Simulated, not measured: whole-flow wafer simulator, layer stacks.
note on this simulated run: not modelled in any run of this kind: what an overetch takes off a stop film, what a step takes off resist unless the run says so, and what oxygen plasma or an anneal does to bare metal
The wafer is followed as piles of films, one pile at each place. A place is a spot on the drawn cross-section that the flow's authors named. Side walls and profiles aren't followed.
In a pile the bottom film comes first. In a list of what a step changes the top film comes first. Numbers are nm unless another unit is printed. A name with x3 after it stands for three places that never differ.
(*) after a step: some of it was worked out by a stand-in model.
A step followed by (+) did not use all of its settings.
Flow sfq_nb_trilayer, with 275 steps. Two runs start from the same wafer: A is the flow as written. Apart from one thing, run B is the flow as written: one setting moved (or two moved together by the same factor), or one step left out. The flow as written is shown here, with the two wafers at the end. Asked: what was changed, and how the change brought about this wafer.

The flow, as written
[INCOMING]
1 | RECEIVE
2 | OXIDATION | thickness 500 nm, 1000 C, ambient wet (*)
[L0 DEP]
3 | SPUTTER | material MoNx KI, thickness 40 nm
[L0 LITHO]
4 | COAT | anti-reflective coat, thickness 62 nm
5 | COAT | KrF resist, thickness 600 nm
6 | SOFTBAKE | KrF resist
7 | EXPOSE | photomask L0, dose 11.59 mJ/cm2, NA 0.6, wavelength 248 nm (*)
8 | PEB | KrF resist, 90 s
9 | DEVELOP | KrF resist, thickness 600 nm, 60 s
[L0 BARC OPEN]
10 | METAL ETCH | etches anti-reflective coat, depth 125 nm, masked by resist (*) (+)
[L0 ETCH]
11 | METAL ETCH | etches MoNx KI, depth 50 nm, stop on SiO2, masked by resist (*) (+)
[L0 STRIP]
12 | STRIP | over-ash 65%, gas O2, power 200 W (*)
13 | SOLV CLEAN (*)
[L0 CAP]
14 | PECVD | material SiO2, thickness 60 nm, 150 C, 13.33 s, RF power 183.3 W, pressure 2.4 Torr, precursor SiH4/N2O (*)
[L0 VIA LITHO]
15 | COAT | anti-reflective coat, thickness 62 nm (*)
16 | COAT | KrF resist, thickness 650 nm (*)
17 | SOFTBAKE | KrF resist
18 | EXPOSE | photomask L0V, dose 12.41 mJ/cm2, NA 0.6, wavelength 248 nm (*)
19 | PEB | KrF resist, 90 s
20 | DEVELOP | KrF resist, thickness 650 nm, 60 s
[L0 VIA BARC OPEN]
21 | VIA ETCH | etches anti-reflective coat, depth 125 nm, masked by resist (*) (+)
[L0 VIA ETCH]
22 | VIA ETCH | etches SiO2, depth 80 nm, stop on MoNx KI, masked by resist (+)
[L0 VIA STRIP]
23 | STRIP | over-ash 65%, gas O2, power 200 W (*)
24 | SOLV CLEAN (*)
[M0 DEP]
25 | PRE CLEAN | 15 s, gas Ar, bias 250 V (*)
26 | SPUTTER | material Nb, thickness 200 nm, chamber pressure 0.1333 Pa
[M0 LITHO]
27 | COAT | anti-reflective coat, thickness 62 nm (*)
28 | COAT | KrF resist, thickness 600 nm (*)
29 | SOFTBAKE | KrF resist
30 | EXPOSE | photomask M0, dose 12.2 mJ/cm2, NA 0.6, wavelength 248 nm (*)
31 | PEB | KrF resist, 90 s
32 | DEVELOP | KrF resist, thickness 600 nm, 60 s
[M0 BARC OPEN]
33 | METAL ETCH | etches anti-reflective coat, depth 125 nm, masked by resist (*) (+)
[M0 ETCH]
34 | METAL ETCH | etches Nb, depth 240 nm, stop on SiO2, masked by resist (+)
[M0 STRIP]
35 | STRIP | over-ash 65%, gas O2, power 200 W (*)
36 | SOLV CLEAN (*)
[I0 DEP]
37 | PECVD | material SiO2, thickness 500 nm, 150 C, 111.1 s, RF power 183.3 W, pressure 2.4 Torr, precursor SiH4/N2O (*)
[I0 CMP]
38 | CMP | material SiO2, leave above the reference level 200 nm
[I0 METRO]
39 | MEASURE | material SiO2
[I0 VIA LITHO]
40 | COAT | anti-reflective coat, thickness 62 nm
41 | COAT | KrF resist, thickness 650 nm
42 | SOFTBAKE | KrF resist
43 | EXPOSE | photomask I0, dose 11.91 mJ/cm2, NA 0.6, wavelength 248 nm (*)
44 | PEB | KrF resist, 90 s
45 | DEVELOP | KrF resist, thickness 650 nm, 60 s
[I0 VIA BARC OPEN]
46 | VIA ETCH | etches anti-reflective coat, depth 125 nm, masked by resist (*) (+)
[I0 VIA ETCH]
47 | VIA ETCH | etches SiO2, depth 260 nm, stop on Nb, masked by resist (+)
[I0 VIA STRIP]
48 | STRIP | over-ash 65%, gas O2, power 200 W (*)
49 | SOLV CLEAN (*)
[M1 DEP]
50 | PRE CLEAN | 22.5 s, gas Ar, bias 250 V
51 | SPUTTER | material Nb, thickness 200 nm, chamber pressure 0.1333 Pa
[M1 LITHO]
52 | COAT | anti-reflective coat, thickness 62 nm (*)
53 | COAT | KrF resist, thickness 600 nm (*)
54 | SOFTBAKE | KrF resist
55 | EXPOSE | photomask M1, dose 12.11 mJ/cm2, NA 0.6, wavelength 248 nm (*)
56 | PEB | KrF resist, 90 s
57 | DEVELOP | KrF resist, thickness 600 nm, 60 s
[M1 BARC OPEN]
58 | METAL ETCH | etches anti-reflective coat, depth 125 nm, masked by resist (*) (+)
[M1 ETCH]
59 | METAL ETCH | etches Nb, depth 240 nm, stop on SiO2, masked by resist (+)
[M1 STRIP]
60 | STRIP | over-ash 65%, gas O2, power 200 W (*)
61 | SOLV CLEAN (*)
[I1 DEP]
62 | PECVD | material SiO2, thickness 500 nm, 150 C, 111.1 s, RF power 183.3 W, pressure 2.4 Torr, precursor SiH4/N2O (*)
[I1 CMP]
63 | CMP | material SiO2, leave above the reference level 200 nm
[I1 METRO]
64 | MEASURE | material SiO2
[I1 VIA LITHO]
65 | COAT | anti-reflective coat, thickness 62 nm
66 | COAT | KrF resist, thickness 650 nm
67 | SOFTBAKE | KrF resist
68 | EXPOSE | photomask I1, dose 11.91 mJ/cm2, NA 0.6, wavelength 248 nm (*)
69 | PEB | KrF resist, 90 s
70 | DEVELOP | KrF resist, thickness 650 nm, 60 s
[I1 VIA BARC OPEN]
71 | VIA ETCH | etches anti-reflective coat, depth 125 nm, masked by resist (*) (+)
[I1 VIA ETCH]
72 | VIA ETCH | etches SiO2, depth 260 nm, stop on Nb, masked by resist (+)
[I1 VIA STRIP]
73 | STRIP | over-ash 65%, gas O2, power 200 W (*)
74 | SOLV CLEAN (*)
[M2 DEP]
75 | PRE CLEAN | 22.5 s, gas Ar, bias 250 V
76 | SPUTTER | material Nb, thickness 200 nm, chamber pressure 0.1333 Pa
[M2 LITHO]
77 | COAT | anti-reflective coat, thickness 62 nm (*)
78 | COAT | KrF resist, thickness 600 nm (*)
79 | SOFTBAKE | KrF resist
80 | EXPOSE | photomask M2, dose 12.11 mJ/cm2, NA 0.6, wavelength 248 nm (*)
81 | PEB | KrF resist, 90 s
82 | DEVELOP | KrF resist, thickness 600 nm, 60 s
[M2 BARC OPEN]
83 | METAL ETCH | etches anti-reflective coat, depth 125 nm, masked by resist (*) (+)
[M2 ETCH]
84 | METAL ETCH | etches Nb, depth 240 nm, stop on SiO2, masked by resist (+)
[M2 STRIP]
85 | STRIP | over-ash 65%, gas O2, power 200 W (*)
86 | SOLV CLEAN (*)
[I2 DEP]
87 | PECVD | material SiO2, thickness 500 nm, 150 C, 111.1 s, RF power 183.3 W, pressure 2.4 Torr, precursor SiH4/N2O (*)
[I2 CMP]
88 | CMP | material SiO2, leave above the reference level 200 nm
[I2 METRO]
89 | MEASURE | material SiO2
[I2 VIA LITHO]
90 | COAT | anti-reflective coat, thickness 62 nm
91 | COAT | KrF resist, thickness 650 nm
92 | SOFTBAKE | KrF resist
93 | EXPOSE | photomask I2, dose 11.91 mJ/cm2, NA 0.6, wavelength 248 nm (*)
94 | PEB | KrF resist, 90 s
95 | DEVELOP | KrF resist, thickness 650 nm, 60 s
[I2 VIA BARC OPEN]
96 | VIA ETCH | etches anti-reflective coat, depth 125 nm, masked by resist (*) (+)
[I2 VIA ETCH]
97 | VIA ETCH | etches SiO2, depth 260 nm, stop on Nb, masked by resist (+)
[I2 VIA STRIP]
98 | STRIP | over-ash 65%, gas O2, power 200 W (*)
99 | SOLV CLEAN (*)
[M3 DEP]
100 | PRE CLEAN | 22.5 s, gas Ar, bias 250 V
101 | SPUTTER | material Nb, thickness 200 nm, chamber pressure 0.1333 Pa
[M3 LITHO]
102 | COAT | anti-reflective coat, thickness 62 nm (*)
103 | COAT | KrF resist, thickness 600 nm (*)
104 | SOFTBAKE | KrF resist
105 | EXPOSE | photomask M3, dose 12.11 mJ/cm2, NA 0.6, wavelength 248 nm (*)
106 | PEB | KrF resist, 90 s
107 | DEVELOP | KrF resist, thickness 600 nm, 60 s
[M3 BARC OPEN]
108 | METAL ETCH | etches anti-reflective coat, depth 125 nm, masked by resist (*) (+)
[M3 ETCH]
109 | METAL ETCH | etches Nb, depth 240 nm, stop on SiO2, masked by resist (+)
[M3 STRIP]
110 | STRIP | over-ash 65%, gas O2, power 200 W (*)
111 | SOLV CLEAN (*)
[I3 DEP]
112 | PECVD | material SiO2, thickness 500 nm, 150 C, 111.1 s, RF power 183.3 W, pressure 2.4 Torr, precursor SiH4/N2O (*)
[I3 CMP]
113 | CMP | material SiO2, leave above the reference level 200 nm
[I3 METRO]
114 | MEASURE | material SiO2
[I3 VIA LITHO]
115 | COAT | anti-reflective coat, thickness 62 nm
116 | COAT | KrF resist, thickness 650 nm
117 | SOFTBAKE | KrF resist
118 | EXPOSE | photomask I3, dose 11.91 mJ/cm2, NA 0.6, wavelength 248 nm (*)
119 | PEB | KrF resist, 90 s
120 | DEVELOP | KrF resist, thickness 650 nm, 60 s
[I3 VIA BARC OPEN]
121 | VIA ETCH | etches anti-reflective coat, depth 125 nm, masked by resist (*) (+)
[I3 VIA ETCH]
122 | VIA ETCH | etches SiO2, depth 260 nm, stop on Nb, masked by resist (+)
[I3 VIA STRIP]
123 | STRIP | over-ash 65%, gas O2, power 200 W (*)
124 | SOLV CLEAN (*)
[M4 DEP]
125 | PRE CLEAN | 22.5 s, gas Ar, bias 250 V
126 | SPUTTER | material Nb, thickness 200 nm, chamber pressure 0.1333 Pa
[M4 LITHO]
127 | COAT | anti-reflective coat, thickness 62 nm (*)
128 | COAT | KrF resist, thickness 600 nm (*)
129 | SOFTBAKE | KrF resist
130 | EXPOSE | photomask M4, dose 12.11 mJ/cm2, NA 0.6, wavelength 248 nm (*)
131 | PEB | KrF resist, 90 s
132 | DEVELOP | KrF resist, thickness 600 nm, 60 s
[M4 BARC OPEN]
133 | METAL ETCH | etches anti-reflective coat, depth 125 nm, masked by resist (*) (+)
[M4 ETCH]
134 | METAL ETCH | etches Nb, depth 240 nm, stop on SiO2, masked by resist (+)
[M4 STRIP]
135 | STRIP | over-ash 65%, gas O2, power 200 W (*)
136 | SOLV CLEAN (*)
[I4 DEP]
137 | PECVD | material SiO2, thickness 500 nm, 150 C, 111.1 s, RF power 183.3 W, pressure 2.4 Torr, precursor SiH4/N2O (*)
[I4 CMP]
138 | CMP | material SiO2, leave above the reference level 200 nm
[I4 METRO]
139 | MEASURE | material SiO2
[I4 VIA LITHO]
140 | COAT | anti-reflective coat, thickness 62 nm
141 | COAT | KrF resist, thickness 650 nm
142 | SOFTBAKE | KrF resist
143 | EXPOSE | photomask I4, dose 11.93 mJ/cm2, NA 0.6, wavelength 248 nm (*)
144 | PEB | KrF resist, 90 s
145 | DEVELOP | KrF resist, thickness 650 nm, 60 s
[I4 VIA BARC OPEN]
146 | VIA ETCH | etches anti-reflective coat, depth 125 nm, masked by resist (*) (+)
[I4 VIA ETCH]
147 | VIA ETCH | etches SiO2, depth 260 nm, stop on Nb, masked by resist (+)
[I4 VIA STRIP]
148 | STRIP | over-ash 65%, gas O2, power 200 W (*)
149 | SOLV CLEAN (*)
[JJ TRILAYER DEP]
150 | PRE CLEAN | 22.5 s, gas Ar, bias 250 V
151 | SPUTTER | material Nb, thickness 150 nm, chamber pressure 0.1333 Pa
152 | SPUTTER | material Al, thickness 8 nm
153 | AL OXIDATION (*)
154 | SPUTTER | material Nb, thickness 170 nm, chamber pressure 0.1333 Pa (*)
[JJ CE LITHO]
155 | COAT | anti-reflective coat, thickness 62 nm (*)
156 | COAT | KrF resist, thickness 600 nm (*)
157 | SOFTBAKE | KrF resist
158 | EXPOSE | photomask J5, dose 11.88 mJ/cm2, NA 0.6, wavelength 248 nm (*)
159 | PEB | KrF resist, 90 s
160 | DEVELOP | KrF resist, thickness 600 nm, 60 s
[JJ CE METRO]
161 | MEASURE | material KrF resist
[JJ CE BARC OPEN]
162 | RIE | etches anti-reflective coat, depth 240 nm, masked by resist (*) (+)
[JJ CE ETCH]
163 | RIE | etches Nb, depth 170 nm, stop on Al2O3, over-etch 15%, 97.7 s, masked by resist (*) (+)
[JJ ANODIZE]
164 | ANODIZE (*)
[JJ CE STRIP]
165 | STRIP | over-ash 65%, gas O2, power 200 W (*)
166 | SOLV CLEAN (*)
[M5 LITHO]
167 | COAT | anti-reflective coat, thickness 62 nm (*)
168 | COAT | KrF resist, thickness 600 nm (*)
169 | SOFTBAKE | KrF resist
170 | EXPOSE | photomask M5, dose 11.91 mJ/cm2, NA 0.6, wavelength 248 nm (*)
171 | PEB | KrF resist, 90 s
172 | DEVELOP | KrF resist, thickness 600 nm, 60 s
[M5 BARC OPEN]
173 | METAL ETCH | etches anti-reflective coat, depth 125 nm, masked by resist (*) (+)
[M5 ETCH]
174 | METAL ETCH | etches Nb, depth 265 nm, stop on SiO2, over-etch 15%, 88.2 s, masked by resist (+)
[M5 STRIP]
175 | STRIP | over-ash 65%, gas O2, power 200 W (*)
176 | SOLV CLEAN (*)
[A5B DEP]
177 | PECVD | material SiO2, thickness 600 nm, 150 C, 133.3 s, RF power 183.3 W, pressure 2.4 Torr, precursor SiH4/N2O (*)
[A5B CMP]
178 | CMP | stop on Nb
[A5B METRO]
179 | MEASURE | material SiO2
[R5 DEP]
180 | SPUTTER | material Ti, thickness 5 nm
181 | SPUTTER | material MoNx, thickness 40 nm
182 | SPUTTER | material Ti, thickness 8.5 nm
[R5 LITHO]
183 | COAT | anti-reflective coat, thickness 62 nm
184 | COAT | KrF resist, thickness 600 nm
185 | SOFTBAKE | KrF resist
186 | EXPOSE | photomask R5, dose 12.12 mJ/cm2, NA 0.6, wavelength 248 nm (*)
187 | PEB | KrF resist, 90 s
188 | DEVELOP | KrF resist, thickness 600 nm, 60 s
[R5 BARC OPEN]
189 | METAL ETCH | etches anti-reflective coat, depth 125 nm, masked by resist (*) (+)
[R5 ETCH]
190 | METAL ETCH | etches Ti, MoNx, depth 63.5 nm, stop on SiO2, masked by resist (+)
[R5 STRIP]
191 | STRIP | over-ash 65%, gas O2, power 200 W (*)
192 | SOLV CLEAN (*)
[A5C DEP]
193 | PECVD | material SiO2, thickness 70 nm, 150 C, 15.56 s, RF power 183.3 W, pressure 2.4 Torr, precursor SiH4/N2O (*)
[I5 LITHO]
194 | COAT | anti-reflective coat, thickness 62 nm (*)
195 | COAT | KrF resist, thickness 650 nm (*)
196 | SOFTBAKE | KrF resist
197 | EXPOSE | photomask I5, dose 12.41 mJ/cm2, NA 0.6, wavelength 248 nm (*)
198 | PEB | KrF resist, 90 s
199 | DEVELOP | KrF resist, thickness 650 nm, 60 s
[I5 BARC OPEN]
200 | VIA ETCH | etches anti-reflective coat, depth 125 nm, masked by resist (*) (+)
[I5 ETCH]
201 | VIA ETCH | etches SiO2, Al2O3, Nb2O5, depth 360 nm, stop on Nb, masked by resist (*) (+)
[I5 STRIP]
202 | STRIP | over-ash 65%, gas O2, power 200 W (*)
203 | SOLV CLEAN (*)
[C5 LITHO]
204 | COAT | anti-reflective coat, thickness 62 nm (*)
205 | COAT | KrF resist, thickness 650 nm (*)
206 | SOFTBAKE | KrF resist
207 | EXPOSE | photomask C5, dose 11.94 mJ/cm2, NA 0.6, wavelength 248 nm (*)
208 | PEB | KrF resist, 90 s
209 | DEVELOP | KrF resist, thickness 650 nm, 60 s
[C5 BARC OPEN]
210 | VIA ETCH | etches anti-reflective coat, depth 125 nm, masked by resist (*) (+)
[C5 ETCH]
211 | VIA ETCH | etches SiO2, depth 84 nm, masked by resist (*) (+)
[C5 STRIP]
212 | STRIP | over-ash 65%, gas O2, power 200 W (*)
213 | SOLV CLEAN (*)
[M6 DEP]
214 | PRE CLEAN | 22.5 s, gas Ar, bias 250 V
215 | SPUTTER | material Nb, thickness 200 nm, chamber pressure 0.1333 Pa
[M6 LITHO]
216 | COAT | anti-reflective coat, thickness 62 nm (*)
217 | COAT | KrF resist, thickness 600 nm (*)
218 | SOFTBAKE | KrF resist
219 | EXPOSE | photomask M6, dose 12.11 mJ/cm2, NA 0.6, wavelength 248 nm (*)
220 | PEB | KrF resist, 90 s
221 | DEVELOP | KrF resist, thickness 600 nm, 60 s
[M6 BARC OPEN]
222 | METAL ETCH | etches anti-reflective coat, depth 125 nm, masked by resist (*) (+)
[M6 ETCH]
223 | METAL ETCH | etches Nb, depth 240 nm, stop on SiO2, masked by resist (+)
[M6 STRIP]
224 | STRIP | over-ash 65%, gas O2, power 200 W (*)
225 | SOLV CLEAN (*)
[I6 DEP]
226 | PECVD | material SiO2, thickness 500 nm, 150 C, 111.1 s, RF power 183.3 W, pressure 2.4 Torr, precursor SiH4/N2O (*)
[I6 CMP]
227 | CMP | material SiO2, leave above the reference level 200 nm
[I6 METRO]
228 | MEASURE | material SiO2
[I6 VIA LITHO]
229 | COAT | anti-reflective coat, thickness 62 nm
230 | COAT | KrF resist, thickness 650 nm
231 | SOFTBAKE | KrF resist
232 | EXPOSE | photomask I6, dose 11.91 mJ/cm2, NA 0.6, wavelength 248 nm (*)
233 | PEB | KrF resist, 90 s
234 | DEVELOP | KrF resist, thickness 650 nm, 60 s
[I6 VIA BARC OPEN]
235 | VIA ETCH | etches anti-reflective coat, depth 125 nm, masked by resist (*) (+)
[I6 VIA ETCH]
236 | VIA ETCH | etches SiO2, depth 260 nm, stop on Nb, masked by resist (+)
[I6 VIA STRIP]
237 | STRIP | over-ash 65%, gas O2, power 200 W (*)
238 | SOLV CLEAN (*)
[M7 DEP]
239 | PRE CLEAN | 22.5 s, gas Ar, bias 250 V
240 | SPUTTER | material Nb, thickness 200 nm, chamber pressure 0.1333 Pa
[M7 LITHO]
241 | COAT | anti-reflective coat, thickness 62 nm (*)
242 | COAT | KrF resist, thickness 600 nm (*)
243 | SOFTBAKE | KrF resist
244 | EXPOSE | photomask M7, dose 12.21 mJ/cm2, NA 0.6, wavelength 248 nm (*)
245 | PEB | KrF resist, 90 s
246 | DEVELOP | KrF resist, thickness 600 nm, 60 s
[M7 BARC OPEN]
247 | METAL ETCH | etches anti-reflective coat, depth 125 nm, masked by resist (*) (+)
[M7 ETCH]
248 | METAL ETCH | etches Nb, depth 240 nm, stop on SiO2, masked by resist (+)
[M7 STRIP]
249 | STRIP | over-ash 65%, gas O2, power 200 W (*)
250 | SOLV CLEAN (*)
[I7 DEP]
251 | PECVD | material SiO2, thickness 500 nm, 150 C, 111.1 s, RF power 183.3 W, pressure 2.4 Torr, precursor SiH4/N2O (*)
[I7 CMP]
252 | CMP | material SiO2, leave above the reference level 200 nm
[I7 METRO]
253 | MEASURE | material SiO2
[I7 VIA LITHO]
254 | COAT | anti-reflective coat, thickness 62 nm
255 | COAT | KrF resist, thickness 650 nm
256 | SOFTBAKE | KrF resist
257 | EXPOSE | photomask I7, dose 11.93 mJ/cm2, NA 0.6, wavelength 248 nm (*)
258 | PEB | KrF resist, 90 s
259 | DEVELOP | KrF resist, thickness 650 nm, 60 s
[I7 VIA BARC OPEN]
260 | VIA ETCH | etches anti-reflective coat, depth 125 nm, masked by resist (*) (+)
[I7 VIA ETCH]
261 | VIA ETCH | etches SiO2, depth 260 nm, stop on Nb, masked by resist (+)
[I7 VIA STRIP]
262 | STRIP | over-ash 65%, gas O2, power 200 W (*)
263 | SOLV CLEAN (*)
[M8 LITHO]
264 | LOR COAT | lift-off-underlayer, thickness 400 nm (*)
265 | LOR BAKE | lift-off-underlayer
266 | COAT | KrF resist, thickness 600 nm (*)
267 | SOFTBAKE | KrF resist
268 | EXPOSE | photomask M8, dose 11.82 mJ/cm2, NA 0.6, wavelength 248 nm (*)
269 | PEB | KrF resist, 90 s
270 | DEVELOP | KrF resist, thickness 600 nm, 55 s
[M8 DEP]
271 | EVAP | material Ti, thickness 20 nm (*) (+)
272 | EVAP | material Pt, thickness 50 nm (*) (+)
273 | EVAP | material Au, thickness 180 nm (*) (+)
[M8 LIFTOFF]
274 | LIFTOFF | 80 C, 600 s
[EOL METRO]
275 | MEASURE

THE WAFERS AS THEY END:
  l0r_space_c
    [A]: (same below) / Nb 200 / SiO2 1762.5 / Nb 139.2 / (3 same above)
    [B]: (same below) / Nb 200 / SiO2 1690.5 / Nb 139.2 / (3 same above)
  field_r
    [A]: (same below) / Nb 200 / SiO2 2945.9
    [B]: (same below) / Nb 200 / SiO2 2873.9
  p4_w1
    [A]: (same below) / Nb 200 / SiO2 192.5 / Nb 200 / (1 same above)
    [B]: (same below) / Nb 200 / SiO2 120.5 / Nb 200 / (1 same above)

What caused this: step 113, CMP: leave above the reference level 128 nm was run, whereas the flow has leave above the reference level 200 nm.

How this came from the change, step by step:
  113 | CMP | material SiO2, leave above the reference level 200 nm
      field_l, be, be_sur and 64 more: A -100 SiO2 | B -172 SiO2
      v_sur, via_wl, via_wr and 27 more: A -300 SiO2 | B -372 SiO2
      (as well as at 9 more places)
  122 | VIA ETCH | etches SiO2, depth 260 nm, stop on Nb, masked by resist (+)
      field_l, v_sur, via_wl and 102 more: A -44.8 KrF resist | B -33.1 KrF resist
      via_v: A -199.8 SiO2 (all of it) | B -127.8 SiO2 (all of it)
  123 | STRIP | over-ash 65%, gas O2, power 200 W (*)
      field_l, v_sur, via_wl and 102 more: A -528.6 KrF resist (all of it), -62 anti-reflective coat (all of it) | B -540.4 KrF resist (all of it), -62 anti-reflective coat (all of it)
  126 | SPUTTER | material Nb, thickness 200 nm, chamber pressure 0.1333 Pa
      via_v: A +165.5 Nb | B +181.4 Nb
  127 | COAT | anti-reflective coat, thickness 62 nm (*)
      via_sp: A +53 anti-reflective coat (new film) | B +54.5 anti-reflective coat (new film)
      via_v: A +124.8 anti-reflective coat (new film) | B +108.3 anti-reflective coat (new film)
      (as well as at 1 more place)
  128 | COAT | KrF resist, thickness 600 nm (*)
      via_v: A +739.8 KrF resist (new film) | B +680.2 KrF resist (new film)
  135 | STRIP | over-ash 65%, gas O2, power 200 W (*)
      via_sp: A -373.9 KrF resist (all of it), -53 anti-reflective coat (all of it) | B -378.8 KrF resist (all of it), -54.5 anti-reflective coat (all of it)
      via_v: A -521.8 KrF resist (all of it), -124.8 anti-reflective coat (all of it) | B -462.4 KrF resist (all of it), -108.3 anti-reflective coat (all of it)
      (as well as at 1 more place)
  137 | PECVD | material SiO2, thickness 500 nm, 150 C, 111.1 s, RF power 183.3 W, pressure 2.4 Torr, precursor SiH4/N2O (*)
      via_v: A +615 SiO2 (new film) | B +502.6 SiO2 (new film)
  138 | CMP | material SiO2, leave above the reference level 200 nm
      via_v: A -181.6 SiO2 | B -157.1 SiO2
